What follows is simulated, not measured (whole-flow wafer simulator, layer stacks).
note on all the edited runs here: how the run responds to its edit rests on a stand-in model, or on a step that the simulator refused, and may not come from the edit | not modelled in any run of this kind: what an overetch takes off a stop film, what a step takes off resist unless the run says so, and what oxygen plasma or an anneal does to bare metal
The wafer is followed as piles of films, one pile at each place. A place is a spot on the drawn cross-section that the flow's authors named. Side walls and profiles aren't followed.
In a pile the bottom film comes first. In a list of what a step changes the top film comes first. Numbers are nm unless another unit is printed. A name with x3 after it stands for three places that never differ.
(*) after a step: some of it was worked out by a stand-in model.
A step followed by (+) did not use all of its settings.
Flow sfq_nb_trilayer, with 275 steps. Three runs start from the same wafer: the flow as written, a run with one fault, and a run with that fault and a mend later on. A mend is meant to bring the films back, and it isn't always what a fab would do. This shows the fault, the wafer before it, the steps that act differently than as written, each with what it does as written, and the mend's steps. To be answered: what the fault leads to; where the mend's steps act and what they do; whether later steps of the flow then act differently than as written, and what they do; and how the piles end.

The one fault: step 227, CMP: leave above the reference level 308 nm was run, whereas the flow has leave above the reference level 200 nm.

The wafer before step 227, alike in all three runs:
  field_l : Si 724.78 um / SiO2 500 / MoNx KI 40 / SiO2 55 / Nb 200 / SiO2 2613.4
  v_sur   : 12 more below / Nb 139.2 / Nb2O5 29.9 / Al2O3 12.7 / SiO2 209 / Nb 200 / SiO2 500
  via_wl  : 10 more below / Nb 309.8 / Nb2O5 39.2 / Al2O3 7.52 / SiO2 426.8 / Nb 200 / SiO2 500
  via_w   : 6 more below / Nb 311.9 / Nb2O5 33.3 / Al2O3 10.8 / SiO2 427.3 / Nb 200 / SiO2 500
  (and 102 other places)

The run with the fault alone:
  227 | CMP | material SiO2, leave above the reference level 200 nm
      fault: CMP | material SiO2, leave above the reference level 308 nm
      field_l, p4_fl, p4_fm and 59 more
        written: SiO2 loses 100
        fault: nothing
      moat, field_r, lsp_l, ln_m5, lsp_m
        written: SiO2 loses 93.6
        fault: nothing
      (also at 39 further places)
  Steps further on in the flow that do not act as written (6 more steps, not shown, differ only slightly: by at most 2% or 0.5 nm, whichever is larger):
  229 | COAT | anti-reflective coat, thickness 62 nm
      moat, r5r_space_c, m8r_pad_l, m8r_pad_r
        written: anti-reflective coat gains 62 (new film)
        fault: anti-reflective coat gains 64.4 (new film)
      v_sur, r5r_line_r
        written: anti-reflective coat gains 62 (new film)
        fault: anti-reflective coat gains 60.1 (new film)
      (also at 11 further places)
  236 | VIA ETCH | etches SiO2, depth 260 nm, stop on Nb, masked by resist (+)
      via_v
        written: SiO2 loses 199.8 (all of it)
        fault: SiO2 loses 260
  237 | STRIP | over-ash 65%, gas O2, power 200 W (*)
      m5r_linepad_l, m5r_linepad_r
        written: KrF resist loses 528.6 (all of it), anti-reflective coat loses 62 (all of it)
        fault: KrF resist loses 527.4 (all of it), anti-reflective coat loses 65.4 (all of it)
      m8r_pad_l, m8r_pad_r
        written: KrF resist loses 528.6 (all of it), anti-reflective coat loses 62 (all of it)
        fault: KrF resist loses 528.3 (all of it), anti-reflective coat loses 64.4 (all of it)
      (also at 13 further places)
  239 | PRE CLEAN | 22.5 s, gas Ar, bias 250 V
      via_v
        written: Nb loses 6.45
        fault: SiO2 loses 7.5
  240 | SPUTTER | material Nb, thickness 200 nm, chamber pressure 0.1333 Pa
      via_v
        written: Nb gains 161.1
        fault: Nb gains 146.9 (new film)
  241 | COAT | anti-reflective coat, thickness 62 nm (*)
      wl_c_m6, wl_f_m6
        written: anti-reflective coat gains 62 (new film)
        fault: anti-reflective coat gains 59.4 (new film)
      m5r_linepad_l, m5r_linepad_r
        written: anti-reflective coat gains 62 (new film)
        fault: anti-reflective coat gains 65 (new film)
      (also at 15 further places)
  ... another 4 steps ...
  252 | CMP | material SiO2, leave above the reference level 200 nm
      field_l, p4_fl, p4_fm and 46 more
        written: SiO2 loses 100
        fault: SiO2 loses 92
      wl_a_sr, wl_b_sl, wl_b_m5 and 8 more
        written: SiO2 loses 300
        fault: SiO2 loses 292
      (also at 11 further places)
  The piles end different from the flow's at field_l, v_sur, via_wl and 103 more by more than 2% or 0.5 nm, whichever is larger.
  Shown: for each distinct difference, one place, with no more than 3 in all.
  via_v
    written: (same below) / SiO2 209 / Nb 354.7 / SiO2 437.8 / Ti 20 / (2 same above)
    fault: (same below) / SiO2 209 / Nb 200 / SiO2 40.3 / Nb 146.9 / SiO2 513.3 / Ti 20 / (2 same above)
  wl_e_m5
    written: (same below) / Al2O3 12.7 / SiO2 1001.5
    fault: (same below) / Al2O3 12.7 / SiO2 1109.5
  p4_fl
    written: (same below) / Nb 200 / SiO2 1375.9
    fault: (same below) / Nb 200 / SiO2 1483.9

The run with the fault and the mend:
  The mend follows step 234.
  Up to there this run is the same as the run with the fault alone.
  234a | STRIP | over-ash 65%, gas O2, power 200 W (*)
      p4_w1, p3_s2, p3_l3, p3_s3, p3_l4, p3_s4, p3_l5, p3_s5
        KrF resist loses 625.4 (all of it), anti-reflective coat loses 62.1 (all of it)
      wire, be, be_sur, gap
        KrF resist loses 623.4 (all of it), anti-reflective coat loses 61.5 (all of it)
      p4_w2, p4_g2, p4_w3, p4_fr
        KrF resist loses 625.2 (all of it), anti-reflective coat loses 62 (all of it)
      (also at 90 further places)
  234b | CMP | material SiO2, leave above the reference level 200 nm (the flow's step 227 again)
      field_l, p4_fl, p4_fm and 59 more
        SiO2 loses 100
      v_sur, via_wl, via_w and 33 more
        SiO2 loses 108
      moat, field_r, lsp_l, ln_m5, lsp_m
        SiO2 loses 93.6
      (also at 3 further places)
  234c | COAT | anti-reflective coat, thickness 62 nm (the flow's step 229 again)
      field_l, v_sur, via_wl and 103 more
        anti-reflective coat gains 62 (new film)
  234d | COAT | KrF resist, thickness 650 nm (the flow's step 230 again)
      field_l, v_sur, via_wl and 103 more
        KrF resist gains 650 (new film)
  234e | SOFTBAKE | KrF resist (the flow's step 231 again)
      leaves every film unchanged at each place that is followed
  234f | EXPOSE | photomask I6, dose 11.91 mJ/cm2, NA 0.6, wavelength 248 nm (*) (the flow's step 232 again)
      leaves every film unchanged at each place that is followed
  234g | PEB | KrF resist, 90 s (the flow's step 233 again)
      field_l, v_sur, via_wl and 103 more
        KrF resist loses 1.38
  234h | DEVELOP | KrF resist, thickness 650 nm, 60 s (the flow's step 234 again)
      field_l, v_sur, via_wl and 102 more
        KrF resist loses 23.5
      via_v
        KrF resist loses 648.6 (all of it)
  Every later step of the flow that is run acts as written at every place that is followed.
  By the end, the piles equal the flow's at every place that both follow.
